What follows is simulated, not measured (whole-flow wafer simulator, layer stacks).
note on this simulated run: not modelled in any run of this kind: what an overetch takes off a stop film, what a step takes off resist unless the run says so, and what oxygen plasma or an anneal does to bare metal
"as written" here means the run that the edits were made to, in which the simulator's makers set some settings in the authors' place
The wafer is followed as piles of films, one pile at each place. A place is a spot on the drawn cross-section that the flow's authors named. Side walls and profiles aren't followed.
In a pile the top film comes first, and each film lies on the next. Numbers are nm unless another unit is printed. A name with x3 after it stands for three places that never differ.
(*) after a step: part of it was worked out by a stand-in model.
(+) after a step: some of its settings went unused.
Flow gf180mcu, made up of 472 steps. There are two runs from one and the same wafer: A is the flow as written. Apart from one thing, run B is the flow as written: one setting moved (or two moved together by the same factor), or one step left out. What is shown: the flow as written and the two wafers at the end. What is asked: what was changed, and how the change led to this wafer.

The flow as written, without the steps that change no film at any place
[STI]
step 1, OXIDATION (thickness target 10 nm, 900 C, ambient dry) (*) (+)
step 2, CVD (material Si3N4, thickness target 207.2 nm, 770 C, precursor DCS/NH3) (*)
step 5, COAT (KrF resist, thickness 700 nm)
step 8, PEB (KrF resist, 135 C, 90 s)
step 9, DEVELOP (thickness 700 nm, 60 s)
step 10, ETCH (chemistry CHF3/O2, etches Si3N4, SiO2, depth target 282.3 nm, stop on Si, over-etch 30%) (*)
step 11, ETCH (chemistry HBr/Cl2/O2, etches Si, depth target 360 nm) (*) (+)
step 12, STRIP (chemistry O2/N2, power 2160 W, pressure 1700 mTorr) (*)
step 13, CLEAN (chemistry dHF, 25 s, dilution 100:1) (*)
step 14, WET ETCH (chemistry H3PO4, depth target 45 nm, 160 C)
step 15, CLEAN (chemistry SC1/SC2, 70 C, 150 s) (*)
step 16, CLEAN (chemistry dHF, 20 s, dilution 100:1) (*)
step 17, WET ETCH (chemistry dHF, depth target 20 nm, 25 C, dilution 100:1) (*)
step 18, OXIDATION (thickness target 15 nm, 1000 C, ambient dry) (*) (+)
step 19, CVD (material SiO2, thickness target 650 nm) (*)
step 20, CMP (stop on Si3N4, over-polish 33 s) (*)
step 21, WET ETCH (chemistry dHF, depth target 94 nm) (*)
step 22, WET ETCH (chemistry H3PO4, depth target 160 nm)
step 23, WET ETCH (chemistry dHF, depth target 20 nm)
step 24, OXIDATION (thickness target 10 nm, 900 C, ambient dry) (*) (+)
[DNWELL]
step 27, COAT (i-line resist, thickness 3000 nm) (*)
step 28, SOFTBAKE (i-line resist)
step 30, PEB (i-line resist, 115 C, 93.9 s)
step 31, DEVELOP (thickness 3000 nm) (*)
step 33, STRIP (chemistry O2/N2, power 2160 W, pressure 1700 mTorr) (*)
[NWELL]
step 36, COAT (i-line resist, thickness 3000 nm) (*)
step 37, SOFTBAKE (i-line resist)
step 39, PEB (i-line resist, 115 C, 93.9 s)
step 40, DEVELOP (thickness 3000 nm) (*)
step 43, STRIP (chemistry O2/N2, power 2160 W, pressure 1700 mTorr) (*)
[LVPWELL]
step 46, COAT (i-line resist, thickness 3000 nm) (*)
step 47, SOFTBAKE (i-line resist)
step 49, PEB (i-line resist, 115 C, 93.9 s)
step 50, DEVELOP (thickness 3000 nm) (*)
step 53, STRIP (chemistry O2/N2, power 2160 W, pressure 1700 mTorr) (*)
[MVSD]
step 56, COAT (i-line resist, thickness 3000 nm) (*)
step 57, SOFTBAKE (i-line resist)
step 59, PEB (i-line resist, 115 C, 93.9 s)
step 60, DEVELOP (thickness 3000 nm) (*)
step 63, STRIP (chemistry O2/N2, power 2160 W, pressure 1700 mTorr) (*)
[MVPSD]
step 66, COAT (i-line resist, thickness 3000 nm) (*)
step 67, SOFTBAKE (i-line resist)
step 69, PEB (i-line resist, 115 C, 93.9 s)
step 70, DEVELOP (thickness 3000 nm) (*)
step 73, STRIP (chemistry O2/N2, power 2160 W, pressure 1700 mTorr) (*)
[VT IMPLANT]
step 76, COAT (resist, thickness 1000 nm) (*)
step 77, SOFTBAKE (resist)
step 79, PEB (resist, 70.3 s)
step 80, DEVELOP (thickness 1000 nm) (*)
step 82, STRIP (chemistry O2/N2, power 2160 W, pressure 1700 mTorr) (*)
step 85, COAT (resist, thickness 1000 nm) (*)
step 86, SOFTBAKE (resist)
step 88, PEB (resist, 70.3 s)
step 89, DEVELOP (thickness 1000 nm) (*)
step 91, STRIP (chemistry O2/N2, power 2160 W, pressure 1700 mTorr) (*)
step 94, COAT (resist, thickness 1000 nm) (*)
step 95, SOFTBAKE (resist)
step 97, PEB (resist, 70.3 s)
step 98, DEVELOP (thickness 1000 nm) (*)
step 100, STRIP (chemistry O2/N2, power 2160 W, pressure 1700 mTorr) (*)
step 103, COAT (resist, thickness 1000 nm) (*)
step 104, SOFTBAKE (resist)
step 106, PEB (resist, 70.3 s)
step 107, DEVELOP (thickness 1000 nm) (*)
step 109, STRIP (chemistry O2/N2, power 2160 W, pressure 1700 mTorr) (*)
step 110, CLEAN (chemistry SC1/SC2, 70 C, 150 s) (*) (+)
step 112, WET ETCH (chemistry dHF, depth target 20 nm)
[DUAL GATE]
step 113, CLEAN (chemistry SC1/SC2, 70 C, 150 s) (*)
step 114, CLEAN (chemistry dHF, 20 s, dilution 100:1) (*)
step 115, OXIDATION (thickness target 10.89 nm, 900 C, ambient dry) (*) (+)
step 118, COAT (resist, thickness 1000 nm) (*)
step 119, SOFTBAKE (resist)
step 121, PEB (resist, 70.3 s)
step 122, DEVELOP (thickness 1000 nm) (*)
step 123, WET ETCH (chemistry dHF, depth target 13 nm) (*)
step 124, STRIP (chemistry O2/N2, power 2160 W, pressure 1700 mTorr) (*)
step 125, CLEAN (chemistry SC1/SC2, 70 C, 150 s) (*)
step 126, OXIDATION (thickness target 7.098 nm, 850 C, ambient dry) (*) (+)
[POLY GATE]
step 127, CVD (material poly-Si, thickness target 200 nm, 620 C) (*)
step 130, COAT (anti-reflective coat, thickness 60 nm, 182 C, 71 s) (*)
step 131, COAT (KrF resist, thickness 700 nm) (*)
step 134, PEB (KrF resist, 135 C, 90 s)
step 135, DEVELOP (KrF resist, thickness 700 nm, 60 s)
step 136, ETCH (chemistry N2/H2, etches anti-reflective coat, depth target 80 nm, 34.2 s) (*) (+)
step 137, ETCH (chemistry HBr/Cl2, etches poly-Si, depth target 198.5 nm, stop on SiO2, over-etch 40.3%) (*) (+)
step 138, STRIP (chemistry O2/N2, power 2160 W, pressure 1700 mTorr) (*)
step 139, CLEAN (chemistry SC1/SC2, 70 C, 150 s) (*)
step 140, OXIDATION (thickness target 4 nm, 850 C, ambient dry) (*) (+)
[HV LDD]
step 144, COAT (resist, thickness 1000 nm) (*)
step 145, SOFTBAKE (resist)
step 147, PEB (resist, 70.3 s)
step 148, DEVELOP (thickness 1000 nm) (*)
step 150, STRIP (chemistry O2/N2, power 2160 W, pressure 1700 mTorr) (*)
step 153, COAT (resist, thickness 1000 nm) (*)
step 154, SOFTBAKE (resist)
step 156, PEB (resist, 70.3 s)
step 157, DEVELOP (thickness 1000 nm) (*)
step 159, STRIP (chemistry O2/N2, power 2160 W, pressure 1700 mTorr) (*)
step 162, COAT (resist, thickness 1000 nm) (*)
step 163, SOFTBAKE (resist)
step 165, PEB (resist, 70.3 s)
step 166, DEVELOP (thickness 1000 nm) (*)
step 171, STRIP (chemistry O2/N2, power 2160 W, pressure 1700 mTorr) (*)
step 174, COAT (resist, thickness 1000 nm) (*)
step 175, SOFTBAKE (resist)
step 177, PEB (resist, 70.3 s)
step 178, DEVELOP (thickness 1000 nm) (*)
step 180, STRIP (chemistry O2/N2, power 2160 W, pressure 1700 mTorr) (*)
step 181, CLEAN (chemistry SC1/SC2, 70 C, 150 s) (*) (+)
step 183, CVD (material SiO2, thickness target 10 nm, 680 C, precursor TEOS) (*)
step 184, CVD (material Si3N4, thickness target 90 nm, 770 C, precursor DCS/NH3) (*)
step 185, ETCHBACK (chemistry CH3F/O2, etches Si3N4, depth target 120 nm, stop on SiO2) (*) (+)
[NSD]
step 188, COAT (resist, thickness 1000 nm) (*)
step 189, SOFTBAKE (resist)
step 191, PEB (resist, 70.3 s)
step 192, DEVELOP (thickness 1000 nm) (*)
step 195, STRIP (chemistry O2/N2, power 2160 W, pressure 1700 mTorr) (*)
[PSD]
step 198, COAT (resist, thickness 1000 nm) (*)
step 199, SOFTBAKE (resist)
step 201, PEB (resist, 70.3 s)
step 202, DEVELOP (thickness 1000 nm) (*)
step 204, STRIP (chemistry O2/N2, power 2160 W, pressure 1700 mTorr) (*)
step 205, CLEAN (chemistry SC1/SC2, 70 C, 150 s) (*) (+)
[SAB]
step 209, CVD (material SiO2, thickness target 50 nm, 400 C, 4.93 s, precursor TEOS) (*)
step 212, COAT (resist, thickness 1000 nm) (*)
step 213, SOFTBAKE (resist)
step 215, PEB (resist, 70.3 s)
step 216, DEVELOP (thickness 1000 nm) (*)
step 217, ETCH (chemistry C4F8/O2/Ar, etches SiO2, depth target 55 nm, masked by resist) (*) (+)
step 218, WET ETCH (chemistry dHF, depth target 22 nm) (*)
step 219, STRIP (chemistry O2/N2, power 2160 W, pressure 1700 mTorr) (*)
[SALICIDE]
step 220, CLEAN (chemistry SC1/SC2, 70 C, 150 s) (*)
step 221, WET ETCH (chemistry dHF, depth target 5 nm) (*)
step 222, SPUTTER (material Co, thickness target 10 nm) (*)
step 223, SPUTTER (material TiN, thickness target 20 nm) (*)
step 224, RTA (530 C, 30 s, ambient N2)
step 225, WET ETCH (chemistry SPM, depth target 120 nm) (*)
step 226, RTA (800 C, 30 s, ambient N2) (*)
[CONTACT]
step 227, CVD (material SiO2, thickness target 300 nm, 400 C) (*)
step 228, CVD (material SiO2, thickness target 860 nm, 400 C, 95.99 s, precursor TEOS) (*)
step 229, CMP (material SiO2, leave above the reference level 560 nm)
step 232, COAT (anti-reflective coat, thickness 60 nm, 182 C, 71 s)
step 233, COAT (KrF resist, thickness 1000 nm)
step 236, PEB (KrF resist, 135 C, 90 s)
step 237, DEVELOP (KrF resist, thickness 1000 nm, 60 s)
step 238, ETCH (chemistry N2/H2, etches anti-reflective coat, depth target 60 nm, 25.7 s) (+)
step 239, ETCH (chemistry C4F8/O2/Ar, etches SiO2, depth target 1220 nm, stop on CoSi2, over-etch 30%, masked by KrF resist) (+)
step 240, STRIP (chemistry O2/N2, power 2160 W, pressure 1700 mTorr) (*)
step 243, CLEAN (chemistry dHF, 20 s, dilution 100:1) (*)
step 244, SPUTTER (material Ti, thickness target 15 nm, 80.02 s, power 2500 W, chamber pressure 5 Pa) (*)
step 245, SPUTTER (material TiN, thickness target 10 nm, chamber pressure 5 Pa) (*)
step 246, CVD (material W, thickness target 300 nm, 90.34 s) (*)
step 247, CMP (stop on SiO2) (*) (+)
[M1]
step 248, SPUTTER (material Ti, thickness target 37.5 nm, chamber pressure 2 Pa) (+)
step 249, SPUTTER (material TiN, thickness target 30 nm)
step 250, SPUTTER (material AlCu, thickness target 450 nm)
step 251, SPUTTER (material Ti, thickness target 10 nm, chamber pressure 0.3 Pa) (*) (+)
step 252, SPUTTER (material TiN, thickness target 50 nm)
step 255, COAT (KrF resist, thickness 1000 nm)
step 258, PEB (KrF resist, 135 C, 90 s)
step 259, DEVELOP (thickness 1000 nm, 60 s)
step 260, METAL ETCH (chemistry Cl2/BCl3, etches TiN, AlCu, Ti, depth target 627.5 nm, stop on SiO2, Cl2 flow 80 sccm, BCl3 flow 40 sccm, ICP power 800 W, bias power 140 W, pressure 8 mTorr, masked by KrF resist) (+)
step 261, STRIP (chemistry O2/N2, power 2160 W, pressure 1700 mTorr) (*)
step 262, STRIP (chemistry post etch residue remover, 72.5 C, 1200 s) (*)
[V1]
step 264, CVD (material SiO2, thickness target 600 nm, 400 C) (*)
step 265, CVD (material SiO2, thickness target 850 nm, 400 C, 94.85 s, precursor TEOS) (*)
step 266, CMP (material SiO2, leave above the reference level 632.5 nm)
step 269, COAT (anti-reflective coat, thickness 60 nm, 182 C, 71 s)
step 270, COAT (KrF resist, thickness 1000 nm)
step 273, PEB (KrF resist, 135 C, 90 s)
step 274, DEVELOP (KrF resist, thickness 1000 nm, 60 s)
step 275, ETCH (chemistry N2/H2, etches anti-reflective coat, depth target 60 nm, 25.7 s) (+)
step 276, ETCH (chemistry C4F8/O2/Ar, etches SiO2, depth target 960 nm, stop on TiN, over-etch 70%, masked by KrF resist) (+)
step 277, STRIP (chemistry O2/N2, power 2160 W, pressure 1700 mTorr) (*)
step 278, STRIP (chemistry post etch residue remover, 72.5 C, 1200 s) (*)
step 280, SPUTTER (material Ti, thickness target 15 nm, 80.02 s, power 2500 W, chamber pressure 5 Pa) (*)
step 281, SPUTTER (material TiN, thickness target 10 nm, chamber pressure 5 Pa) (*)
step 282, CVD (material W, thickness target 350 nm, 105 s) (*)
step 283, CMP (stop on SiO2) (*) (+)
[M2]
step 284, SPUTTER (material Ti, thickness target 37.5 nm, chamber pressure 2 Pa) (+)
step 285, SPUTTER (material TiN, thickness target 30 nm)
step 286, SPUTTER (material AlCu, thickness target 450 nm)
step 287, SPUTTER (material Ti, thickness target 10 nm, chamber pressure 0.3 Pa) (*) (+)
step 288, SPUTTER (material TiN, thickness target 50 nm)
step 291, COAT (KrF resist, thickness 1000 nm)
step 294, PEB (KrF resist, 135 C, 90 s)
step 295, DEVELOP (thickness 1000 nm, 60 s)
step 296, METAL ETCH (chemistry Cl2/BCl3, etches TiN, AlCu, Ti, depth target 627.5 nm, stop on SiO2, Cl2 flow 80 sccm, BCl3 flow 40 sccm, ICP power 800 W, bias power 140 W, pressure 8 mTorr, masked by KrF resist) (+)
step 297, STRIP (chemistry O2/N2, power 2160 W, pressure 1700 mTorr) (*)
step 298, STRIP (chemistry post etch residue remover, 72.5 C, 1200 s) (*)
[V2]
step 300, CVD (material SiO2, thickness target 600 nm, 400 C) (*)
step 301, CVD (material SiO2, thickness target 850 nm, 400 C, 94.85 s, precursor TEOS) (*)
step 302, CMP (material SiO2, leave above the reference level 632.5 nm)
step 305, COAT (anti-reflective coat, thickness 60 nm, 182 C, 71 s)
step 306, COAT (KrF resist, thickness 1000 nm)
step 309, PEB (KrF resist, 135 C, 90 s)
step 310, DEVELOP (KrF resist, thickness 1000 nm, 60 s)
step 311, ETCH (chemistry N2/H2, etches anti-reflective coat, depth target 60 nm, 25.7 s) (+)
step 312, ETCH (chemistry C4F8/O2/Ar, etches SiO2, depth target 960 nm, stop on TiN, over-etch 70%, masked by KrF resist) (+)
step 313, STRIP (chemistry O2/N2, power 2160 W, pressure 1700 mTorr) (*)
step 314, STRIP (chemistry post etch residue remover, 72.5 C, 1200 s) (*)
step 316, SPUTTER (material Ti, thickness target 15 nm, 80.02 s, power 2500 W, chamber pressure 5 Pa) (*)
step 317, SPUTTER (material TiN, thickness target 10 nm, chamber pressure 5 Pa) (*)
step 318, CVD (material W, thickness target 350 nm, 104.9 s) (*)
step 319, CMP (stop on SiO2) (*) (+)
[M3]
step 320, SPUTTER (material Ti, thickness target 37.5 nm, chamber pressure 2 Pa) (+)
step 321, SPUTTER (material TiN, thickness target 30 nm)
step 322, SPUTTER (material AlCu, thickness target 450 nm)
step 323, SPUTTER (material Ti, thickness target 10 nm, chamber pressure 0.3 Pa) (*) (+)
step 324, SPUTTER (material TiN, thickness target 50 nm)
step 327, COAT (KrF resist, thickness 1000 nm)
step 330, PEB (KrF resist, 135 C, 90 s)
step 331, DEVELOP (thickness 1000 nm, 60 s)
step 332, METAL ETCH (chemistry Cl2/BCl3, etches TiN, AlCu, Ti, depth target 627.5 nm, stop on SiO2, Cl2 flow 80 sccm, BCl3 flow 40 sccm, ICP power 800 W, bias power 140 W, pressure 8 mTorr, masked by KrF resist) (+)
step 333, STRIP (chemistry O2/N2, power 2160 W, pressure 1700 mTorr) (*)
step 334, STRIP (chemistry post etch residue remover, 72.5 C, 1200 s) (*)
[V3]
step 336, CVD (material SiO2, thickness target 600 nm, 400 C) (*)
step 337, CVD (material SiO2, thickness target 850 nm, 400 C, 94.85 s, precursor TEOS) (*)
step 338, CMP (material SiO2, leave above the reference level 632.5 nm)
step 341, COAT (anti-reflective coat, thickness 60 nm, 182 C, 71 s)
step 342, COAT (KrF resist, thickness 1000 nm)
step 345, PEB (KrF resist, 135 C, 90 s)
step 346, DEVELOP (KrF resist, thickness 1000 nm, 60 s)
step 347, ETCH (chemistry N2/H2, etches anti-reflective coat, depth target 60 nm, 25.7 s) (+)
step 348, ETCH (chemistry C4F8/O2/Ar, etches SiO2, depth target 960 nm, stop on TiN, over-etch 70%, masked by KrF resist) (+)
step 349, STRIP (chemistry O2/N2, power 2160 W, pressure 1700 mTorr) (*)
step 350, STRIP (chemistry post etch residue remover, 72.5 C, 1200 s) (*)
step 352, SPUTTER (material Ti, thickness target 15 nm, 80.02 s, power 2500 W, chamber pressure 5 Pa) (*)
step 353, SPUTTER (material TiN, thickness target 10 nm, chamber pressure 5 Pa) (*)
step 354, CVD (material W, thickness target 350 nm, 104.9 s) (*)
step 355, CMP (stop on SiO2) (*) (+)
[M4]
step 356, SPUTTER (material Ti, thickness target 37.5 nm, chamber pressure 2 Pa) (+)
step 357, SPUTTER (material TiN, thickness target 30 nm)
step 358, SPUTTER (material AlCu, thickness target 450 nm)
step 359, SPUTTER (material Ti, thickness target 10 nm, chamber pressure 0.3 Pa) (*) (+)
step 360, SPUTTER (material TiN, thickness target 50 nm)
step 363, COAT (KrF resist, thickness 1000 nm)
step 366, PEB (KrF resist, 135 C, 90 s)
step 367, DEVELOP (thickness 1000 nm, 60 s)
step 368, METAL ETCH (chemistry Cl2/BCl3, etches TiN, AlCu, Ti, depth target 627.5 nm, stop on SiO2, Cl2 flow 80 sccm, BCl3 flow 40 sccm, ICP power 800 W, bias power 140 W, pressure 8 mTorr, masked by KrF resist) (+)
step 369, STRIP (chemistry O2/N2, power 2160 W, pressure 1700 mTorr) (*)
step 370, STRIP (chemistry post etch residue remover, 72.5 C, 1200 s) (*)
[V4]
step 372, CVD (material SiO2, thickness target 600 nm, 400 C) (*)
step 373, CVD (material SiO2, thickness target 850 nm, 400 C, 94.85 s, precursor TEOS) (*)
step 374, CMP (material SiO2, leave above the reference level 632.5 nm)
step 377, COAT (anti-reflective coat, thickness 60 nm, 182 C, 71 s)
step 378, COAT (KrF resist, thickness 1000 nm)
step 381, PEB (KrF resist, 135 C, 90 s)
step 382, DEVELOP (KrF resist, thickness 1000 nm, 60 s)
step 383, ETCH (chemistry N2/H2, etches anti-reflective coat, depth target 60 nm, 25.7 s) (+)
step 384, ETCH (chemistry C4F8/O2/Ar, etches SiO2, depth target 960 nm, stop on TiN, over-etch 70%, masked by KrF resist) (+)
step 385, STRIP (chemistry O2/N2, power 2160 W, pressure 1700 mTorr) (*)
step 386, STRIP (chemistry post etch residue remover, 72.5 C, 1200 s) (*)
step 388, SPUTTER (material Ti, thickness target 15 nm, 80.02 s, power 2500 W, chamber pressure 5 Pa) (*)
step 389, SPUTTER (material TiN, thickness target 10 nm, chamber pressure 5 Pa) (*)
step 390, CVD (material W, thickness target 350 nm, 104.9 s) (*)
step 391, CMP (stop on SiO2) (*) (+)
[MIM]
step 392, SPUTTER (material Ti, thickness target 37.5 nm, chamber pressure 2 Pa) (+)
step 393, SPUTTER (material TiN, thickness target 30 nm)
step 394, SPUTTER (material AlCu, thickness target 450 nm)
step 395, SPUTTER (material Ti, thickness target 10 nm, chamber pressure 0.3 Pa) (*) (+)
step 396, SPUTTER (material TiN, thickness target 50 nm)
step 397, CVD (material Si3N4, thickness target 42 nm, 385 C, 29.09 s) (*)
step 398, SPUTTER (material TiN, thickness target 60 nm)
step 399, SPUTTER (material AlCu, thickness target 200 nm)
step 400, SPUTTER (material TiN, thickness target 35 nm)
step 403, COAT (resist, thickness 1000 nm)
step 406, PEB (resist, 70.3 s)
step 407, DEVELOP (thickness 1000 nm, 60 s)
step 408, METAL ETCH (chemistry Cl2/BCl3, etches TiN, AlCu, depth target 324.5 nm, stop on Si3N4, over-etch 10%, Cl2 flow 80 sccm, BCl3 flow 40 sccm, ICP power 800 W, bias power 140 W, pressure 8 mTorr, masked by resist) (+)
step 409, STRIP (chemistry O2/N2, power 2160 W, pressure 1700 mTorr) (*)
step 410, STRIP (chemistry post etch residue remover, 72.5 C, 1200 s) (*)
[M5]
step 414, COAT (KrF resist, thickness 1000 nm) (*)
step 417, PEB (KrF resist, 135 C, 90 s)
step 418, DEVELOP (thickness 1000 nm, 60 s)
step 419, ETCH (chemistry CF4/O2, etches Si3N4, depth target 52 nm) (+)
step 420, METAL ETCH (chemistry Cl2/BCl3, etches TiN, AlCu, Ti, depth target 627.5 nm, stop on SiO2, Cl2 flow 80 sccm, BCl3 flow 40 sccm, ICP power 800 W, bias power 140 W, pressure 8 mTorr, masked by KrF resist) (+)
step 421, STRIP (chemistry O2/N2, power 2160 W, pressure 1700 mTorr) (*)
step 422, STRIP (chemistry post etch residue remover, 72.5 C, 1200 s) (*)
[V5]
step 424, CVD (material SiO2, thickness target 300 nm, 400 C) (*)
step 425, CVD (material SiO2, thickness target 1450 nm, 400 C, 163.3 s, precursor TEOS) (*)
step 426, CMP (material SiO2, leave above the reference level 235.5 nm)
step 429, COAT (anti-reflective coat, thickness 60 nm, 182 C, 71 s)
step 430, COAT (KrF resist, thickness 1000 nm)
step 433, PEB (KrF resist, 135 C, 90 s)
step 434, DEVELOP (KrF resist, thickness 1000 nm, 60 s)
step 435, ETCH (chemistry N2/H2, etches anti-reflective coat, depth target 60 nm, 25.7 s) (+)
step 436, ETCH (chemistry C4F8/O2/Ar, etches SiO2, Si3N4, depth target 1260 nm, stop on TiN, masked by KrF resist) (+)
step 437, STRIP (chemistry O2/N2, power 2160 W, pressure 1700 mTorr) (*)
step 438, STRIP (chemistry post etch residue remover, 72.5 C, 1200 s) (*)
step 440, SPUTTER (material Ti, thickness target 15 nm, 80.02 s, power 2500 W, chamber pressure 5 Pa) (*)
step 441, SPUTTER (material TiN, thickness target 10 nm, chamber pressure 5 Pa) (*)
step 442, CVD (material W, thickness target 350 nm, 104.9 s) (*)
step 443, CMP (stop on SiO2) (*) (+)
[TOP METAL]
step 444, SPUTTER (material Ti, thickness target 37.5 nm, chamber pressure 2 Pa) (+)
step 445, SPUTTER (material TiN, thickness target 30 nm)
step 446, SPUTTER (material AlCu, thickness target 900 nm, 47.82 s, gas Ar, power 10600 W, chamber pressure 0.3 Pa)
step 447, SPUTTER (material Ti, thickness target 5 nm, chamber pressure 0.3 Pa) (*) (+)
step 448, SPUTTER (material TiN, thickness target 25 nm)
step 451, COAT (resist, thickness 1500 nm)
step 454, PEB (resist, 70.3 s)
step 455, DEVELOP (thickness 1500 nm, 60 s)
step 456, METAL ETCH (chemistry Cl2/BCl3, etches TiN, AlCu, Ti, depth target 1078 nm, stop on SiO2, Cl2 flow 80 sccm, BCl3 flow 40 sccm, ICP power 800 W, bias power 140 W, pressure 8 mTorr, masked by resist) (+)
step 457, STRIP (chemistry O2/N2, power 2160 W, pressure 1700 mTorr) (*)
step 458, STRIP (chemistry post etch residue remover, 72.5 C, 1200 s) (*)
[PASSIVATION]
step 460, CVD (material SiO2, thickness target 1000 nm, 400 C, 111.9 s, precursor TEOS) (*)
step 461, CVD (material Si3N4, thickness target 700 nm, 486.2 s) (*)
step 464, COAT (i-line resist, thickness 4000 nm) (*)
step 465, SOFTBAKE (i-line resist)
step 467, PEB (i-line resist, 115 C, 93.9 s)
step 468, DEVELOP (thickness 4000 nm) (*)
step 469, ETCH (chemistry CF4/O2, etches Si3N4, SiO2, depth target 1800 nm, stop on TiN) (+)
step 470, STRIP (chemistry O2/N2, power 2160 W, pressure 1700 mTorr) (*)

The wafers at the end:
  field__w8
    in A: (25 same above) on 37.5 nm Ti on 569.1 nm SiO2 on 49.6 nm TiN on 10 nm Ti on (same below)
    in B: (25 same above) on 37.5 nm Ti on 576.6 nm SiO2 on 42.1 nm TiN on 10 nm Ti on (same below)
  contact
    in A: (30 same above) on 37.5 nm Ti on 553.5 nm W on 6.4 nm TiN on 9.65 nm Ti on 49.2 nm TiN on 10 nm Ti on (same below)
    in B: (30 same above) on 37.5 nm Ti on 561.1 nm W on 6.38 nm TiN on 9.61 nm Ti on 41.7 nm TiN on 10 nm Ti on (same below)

Cause: step 288, SPUTTER: thickness target 42.5 nm was run, whereas the flow has thickness target 50 nm.

The path from the change to this, step by step:
  step 288, SPUTTER (material TiN, thickness target 50 nm)
      field, field__w1, field__w2 and 108 more: A TiN gains 50 (new film) | B TiN gains 42.5 (new film)
  step 296, METAL ETCH (chemistry Cl2/BCl3, etches TiN, AlCu, Ti, depth target 627.5 nm, stop on SiO2, Cl2 flow 80 sccm, BCl3 flow 40 sccm, ICP power 800 W, bias power 140 W, pressure 8 mTorr, masked by KrF resist) (+)
      field, field__w1, field__w2 and 103 more: A TiN loses 50 (all of it), Ti loses 10 (all of it), AlCu loses 450 (all of it), TiN loses 30 (all of it), Ti loses 37.5 (all of it) | B TiN loses 42.5 (all of it), Ti loses 10 (all of it), AlCu loses 450 (all of it), TiN loses 30 (all of it), Ti loses 37.5 (all of it)
